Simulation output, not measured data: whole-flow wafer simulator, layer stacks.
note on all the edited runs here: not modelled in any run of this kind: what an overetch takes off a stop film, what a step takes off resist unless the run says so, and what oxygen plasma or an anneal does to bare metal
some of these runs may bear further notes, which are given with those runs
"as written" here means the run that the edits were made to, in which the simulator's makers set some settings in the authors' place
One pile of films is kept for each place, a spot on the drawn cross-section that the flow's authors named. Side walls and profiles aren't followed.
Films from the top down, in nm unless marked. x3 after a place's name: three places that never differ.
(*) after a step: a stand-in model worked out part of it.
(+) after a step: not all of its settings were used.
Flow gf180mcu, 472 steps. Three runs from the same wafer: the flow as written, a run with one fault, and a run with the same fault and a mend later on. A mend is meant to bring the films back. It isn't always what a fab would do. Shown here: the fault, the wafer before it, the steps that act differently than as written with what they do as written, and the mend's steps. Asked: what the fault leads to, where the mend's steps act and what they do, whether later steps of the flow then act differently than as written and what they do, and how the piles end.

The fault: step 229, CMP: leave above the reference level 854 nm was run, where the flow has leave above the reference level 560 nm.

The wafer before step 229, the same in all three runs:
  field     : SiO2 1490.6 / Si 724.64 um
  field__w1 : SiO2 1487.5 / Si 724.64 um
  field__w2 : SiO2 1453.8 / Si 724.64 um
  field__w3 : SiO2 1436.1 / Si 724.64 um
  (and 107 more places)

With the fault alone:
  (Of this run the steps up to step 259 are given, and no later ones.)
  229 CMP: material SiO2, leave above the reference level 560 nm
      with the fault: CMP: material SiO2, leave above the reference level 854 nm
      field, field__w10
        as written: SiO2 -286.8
        with the fault: nothing
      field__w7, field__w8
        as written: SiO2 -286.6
        with the fault: nothing
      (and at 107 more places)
  Later steps of the flow that act differently than as written (6 more steps differ only slightly, by at most 2% or 0.5 nm, whichever is larger, and aren't shown):
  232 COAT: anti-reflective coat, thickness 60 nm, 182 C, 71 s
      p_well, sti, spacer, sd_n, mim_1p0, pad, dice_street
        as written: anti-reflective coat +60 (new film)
        with the fault: anti-reflective coat +52.9 (new film)
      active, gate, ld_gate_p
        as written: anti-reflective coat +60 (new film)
        with the fault: anti-reflective coat +55.7 (new film)
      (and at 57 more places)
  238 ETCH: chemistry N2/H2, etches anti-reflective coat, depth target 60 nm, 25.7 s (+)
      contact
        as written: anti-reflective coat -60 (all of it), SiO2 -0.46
        with the fault: anti-reflective coat -63.1 (all of it), SiO2 -0.38
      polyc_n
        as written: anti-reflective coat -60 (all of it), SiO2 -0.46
        with the fault: anti-reflective coat -55.3 (all of it), SiO2 -0.58
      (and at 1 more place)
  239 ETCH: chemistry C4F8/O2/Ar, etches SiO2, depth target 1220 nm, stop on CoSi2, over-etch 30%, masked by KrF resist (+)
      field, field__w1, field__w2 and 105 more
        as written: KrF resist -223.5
        with the fault: KrF resist -244
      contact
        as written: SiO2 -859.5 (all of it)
        with the fault: SiO2 -1142.9 (all of it)
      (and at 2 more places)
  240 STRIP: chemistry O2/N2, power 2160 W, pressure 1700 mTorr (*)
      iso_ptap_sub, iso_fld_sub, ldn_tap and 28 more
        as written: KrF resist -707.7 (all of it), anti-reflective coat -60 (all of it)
        with the fault: KrF resist -687.2 (all of it), anti-reflective coat -60 (all of it)
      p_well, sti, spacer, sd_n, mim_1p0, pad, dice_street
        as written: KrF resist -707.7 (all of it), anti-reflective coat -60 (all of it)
        with the fault: KrF resist -688.9 (all of it), anti-reflective coat -52.9 (all of it)
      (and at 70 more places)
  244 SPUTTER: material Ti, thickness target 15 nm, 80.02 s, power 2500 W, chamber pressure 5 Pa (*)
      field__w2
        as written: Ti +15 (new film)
        with the fault: Ti +14.1 (new film)
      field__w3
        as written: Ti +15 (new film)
        with the fault: Ti +14.2 (new film)
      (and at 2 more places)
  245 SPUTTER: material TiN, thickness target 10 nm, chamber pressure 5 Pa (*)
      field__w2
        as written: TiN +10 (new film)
        with the fault: TiN +9.35 (new film)
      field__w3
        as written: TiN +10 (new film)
        with the fault: TiN +9.48 (new film)
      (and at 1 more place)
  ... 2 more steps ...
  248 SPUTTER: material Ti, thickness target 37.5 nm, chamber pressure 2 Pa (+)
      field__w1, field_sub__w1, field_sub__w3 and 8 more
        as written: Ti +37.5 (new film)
        with the fault: Ti +37.5
  After step 259 the piles differ from the flow's by more than 2% or 0.5 nm, whichever is larger, at field, field__w1, field__w2 and 108 more.
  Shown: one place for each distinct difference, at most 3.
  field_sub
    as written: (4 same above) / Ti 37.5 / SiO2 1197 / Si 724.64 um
    with the fault: (4 same above) / Ti 37.5 / TiN 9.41 / Ti 15 / SiO2 1465.9 / Si 724.64 um
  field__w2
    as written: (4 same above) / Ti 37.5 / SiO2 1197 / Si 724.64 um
    with the fault: (4 same above) / Ti 37.5 / W 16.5 / TiN 9.35 / Ti 14.1 / SiO2 1450.4 / Si 724.64 um
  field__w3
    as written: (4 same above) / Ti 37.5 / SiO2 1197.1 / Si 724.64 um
    with the fault: (4 same above) / Ti 37.5 / W 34 / TiN 9.48 / Ti 14.2 / SiO2 1432.6 / Si 724.64 um

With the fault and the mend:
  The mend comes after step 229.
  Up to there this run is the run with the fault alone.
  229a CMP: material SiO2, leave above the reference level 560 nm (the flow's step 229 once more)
      field__w5, field__w9, field__w13 and 76 more
        SiO2 -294
      field, field__w10
        SiO2 -286.8
      field__w7, field__w8
        SiO2 -286.6
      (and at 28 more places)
  No later step of the flow acts differently than as written at any place that is followed.
  At the end the piles are the same as the flow's at every place that both follow.
